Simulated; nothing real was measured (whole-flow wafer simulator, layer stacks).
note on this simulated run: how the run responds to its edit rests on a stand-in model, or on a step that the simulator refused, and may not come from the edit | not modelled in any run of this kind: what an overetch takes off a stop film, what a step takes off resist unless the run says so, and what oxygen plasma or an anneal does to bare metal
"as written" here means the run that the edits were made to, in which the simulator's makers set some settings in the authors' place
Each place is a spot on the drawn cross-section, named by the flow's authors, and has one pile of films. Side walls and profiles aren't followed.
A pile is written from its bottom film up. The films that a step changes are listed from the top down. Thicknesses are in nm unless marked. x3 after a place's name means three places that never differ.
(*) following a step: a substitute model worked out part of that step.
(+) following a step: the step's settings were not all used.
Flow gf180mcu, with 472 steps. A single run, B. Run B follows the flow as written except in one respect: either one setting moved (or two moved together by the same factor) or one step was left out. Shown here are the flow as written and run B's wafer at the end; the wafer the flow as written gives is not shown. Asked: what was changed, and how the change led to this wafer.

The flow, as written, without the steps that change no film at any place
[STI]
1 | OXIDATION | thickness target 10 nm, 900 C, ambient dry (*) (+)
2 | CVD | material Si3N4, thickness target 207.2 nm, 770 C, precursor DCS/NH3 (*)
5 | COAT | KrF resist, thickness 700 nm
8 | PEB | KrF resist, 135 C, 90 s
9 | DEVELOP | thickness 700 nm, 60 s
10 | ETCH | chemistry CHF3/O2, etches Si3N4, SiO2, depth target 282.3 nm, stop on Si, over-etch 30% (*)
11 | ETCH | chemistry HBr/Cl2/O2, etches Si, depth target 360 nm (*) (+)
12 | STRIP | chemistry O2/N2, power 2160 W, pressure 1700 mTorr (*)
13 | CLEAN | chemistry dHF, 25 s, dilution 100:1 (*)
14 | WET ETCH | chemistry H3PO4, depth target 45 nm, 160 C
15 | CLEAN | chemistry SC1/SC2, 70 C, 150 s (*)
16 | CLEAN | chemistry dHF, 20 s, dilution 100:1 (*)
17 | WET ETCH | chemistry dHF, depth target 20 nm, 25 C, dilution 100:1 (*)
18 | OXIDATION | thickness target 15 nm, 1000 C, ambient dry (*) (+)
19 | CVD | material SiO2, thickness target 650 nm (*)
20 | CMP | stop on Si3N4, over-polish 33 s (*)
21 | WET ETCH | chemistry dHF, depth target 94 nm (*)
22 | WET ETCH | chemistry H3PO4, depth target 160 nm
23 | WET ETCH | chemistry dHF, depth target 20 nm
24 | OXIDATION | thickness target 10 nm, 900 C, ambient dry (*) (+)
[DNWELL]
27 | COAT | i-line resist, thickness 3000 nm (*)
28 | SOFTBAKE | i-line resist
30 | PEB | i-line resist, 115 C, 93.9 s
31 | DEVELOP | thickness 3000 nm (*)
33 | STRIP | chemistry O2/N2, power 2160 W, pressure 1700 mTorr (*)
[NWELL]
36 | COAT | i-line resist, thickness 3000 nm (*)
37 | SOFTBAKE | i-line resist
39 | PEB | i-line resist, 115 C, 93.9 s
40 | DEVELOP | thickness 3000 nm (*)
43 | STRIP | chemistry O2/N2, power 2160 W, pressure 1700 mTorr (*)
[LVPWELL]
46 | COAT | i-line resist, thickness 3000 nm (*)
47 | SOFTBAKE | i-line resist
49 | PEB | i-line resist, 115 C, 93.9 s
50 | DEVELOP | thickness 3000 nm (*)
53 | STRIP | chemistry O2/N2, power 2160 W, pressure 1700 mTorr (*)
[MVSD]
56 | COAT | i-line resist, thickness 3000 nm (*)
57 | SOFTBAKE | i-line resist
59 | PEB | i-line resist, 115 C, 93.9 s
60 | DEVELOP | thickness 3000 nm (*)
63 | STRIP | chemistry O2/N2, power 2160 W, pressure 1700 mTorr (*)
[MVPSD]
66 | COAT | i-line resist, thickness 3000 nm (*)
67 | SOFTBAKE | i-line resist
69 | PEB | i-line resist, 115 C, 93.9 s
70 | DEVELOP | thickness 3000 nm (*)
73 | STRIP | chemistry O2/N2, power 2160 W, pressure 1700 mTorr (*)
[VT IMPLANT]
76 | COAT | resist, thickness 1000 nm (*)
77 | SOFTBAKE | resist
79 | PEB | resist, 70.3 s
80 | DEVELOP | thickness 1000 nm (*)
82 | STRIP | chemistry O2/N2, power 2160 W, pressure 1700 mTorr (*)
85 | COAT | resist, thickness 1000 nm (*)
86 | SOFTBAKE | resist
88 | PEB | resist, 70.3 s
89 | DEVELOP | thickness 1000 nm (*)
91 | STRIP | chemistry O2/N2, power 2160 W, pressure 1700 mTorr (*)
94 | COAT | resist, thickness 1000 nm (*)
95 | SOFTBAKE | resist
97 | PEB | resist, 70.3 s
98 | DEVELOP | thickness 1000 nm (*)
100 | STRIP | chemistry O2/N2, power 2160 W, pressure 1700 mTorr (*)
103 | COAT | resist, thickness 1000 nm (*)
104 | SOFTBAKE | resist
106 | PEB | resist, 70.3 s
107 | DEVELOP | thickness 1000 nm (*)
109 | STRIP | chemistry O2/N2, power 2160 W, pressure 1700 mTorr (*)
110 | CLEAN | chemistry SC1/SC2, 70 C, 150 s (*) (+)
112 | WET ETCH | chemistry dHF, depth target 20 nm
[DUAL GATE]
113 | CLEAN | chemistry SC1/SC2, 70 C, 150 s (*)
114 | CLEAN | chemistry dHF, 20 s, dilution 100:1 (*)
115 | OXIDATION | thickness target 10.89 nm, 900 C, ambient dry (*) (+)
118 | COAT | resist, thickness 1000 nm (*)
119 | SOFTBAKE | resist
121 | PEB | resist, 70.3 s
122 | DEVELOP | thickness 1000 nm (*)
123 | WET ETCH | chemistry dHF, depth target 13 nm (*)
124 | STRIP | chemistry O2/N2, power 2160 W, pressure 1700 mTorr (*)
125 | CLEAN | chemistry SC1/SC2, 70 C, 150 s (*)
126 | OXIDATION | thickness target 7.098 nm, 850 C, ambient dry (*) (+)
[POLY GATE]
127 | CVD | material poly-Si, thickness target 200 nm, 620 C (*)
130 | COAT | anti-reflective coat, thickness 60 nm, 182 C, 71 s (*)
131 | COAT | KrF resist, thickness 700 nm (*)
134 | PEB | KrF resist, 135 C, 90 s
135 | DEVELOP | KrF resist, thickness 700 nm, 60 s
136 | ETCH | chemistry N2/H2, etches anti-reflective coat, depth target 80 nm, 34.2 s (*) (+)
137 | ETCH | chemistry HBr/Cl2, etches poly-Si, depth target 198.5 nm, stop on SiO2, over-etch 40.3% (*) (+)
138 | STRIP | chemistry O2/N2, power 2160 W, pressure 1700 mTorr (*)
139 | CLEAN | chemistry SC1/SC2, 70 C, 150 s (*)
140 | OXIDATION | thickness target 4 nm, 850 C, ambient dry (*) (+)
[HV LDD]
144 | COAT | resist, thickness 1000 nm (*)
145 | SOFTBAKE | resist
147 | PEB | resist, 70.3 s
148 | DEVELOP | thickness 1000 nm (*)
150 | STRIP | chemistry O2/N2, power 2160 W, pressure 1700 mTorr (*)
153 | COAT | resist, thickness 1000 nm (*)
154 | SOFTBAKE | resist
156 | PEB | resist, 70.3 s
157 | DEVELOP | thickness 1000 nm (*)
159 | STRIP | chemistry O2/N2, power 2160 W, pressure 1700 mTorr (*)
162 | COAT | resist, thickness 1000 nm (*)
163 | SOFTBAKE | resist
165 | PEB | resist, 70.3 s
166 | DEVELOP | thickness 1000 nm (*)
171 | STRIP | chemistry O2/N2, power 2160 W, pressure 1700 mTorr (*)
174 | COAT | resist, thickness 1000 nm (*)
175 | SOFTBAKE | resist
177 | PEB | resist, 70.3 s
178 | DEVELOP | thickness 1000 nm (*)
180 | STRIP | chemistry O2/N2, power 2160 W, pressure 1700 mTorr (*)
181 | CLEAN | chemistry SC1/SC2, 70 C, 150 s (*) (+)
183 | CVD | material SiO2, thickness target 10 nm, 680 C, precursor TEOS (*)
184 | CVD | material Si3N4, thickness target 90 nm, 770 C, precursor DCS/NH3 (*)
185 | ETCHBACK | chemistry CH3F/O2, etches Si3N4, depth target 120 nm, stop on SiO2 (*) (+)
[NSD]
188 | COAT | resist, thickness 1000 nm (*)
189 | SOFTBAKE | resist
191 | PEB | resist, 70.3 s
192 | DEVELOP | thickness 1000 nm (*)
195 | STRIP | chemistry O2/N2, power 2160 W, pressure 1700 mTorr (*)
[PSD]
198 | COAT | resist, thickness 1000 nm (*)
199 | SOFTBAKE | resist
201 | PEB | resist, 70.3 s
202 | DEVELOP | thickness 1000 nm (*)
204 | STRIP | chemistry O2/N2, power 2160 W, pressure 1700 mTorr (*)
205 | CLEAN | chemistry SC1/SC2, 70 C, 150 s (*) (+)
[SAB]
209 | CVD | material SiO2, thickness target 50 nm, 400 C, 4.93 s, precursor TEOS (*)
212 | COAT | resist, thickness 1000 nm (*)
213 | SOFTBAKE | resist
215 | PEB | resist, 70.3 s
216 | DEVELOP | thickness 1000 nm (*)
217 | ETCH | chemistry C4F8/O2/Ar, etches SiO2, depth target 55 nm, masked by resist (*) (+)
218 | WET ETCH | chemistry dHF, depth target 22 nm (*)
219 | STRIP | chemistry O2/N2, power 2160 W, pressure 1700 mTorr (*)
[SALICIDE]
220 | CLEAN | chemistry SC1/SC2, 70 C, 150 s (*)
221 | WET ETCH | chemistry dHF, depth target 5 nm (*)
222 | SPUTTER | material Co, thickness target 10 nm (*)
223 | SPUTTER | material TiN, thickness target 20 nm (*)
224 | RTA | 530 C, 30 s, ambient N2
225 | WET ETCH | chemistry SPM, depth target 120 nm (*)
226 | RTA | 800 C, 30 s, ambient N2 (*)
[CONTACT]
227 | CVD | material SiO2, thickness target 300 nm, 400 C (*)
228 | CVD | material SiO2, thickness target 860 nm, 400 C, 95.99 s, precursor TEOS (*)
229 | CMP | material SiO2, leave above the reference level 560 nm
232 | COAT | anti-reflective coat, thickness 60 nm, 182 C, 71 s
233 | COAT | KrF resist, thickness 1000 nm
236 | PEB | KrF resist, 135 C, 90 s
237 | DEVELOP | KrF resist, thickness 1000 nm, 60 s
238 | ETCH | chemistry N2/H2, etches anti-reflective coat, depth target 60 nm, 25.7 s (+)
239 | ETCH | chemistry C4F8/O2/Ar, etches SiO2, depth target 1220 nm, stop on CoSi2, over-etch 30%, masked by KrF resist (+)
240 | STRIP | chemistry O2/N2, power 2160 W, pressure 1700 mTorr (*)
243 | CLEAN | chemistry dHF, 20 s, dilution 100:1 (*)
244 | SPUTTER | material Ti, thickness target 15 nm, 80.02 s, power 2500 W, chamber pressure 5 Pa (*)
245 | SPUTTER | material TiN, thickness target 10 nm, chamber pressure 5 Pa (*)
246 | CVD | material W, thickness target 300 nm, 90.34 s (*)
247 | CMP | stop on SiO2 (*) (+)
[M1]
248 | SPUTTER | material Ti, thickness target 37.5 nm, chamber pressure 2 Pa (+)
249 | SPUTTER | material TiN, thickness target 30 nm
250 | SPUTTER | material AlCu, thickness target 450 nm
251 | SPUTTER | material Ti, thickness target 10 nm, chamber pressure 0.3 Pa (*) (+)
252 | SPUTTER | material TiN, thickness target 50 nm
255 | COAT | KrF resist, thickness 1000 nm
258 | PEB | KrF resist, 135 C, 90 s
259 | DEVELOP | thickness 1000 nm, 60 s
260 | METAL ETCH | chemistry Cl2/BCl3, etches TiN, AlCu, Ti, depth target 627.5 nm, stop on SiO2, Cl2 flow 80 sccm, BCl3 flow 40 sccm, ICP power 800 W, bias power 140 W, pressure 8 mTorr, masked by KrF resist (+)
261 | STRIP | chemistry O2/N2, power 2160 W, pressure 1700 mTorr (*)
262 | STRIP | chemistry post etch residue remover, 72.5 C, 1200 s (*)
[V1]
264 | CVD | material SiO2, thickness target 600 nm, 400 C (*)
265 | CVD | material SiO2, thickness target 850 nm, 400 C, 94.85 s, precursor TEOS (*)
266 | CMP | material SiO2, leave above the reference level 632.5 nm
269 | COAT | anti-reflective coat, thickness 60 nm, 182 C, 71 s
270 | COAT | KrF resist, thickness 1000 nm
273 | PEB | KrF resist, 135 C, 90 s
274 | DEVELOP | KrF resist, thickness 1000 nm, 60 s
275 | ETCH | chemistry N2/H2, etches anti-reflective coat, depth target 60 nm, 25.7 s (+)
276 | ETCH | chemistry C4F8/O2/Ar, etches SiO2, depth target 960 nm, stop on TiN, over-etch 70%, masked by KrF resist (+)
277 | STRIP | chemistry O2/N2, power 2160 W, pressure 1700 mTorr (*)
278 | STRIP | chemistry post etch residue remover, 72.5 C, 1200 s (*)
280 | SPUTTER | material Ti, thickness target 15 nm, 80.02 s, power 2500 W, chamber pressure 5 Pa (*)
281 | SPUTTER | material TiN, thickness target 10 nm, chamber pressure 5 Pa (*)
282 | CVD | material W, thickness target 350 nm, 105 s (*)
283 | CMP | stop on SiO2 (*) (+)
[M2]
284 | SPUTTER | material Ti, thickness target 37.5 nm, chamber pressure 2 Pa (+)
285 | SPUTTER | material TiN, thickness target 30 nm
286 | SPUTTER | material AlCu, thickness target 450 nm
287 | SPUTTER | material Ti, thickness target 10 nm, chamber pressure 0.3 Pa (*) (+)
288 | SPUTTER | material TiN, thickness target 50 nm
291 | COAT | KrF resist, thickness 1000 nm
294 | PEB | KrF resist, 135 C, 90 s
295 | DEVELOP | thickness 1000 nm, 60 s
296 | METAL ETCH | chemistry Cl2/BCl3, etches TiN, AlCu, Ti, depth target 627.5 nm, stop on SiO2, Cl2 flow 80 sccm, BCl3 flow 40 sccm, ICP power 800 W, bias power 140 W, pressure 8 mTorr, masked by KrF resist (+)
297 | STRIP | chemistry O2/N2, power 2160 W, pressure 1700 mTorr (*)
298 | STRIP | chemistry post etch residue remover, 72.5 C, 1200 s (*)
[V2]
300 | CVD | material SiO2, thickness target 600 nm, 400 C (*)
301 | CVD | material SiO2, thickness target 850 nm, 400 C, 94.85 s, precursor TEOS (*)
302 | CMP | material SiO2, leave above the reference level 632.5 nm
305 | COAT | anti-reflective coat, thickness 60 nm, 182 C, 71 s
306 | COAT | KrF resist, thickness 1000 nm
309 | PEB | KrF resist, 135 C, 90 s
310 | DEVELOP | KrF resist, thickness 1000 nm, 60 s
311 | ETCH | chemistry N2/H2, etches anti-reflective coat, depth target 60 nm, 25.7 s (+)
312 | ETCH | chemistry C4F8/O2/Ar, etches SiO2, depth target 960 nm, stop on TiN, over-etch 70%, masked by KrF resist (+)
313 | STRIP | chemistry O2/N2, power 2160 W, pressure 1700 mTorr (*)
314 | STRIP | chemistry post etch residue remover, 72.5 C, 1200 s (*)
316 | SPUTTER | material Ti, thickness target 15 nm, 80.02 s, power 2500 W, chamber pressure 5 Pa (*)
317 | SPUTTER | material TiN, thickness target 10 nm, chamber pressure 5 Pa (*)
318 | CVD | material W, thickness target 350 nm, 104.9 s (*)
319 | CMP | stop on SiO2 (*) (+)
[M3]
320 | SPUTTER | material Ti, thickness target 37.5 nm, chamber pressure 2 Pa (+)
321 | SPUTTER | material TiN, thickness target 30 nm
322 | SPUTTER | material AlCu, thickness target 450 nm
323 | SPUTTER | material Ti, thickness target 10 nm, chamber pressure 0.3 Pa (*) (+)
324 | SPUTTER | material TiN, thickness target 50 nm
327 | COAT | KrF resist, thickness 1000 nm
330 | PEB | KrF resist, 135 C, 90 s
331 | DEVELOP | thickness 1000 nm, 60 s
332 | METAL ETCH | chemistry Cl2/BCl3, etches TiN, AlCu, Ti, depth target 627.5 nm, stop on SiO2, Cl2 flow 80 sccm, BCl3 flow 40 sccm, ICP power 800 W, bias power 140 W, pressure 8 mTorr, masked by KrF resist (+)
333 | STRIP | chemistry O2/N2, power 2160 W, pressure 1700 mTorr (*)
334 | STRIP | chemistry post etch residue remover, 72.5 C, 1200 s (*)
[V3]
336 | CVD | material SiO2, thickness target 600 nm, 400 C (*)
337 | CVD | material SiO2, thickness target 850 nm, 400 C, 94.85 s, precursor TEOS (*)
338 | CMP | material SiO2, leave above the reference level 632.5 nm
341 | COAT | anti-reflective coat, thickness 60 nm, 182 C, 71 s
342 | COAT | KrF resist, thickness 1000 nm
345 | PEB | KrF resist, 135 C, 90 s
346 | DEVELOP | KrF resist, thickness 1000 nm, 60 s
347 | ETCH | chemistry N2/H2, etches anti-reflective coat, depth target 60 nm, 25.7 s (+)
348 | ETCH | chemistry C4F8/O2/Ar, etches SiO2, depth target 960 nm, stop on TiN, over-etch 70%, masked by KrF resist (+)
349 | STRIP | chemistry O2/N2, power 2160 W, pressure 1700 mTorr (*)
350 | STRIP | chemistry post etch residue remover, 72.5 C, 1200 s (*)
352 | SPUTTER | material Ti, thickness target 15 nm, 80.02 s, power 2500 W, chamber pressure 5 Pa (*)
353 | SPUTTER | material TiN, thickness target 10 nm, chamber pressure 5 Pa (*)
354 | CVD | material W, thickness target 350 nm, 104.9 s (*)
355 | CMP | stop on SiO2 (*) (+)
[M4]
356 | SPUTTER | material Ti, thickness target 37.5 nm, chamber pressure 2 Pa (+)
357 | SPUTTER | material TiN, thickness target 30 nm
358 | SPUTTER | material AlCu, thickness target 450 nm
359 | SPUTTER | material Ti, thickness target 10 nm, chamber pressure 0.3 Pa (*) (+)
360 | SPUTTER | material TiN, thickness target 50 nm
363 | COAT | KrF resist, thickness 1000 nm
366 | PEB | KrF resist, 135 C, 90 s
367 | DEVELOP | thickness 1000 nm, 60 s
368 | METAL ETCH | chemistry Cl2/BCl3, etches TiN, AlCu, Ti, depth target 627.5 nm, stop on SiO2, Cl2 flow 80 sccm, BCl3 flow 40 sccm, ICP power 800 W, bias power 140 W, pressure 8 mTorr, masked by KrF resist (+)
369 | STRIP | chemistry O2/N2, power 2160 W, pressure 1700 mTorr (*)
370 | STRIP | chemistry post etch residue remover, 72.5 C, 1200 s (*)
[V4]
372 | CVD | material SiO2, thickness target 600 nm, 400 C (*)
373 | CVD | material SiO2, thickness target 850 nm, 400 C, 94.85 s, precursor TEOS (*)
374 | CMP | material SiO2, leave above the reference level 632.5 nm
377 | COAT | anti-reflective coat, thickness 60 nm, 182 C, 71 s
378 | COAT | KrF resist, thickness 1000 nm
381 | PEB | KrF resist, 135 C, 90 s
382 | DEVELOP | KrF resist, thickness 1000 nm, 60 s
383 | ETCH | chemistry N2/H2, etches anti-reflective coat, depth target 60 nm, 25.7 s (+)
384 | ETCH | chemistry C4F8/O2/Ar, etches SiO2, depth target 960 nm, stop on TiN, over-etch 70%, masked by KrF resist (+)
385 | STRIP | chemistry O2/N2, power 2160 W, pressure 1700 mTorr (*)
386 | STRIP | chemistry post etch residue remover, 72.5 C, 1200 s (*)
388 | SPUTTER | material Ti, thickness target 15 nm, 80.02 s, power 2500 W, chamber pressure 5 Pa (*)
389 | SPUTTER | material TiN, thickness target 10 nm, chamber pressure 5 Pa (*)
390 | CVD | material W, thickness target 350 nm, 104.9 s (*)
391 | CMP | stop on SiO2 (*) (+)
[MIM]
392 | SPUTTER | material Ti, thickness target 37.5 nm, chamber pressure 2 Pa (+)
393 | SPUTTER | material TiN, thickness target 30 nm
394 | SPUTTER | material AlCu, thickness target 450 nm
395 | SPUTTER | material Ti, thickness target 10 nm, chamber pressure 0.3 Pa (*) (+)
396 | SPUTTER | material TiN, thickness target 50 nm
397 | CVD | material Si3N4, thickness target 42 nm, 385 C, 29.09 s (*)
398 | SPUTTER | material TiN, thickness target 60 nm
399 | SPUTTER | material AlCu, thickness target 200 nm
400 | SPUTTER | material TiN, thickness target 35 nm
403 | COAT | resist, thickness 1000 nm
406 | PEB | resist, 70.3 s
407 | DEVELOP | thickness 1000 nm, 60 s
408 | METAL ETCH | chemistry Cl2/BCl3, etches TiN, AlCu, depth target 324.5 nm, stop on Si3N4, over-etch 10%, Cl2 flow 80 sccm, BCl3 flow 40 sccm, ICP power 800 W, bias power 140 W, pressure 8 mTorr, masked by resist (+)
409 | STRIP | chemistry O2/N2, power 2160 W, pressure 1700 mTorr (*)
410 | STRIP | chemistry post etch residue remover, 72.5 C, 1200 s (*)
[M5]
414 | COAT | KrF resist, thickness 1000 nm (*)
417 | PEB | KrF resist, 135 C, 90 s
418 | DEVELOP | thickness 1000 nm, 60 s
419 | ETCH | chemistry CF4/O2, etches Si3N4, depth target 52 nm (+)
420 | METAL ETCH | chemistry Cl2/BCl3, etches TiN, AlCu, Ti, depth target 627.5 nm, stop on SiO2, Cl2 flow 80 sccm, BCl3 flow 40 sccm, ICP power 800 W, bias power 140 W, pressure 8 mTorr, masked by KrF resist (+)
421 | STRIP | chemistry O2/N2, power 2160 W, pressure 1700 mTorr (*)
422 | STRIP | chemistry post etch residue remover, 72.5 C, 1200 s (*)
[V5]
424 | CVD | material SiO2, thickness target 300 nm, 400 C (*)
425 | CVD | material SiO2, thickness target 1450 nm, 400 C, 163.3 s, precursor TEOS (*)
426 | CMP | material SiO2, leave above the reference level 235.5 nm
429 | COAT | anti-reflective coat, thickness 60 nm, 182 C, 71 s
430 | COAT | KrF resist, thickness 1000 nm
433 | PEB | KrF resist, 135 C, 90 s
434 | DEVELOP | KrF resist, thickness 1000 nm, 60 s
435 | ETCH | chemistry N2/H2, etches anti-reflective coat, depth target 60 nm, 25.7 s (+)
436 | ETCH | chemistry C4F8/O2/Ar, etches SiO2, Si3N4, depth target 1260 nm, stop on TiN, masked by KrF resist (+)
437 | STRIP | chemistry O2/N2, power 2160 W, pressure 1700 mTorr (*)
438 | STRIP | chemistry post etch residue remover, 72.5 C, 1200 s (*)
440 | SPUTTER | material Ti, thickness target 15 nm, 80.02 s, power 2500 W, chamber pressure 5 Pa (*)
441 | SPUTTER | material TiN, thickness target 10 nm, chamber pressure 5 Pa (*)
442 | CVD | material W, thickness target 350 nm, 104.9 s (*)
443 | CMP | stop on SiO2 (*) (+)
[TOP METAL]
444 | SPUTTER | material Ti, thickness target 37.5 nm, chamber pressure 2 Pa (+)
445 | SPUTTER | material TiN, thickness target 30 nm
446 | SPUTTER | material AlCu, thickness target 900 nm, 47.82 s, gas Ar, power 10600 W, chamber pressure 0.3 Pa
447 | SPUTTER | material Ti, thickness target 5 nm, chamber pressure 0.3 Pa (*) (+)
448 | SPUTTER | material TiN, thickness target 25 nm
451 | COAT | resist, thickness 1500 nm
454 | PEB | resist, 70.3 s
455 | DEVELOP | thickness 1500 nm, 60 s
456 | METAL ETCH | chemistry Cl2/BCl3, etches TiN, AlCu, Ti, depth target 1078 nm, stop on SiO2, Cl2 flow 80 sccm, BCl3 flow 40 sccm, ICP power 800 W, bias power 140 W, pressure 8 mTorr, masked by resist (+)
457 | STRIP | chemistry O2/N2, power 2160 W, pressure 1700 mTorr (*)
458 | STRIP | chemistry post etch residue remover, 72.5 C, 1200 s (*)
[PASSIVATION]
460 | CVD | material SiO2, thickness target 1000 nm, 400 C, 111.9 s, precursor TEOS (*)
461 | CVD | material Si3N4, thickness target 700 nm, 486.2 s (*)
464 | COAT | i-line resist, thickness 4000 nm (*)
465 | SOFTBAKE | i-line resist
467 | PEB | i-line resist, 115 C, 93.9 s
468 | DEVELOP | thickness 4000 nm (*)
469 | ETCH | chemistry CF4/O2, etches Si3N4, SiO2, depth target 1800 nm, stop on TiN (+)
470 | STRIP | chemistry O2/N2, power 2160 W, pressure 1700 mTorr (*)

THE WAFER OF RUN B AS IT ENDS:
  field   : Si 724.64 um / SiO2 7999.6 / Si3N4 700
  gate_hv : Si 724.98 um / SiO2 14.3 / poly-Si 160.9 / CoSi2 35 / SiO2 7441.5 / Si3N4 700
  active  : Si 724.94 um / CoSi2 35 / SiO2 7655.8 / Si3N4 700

The reason: step 338, CMP: leave above the reference level 404.8 nm was run, though the flow has leave above the reference level 632.5 nm.

Step by step, how the change led to this:
  338 | CMP | material SiO2, leave above the reference level 632.5 nm
      field, field__w1, field__w2 and 103 more: SiO2 loses 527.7 (in the flow as written it would be: SiO2 loses 300)
      field__w8, contact, m1, m1__w1, m1_nw: SiO2 loses 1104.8 (in the flow as written it would be: SiO2 loses 877.1)
  348 | ETCH | chemistry C4F8/O2/Ar, etches SiO2, depth target 960 nm, stop on TiN, over-etch 70%, masked by KrF resist (+)
      field, field__w1, field__w2 and 107 more: KrF resist loses 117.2 (in the flow as written it would be: KrF resist loses 192)
      contact: SiO2 loses 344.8 (all of it) (in the flow as written it would be: SiO2 loses 572.5 (all of it))
  349 | STRIP | chemistry O2/N2, power 2160 W, pressure 1700 mTorr (*)
      field, field__w1, field__w2 and 107 more: KrF resist loses 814 (all of it), anti-reflective coat loses 60 (all of it) (in the flow as written it would be: KrF resist loses 739.2 (all of it), anti-reflective coat loses 60 (all of it))
  352 | SPUTTER | material Ti, thickness target 15 nm, 80.02 s, power 2500 W, chamber pressure 5 Pa (*)
      contact: Ti gains 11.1 (new film) (in the flow as written it would be: Ti gains 9.65 (new film))
  353 | SPUTTER | material TiN, thickness target 10 nm, chamber pressure 5 Pa (*)
      contact: TiN gains 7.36 (new film) (in the flow as written it would be: TiN gains 6.4 (new film))
  354 | CVD | material W, thickness target 350 nm, 104.9 s (*)
      contact: W gains 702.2 (new film) (in the flow as written it would be: W gains 932.3 (new film))
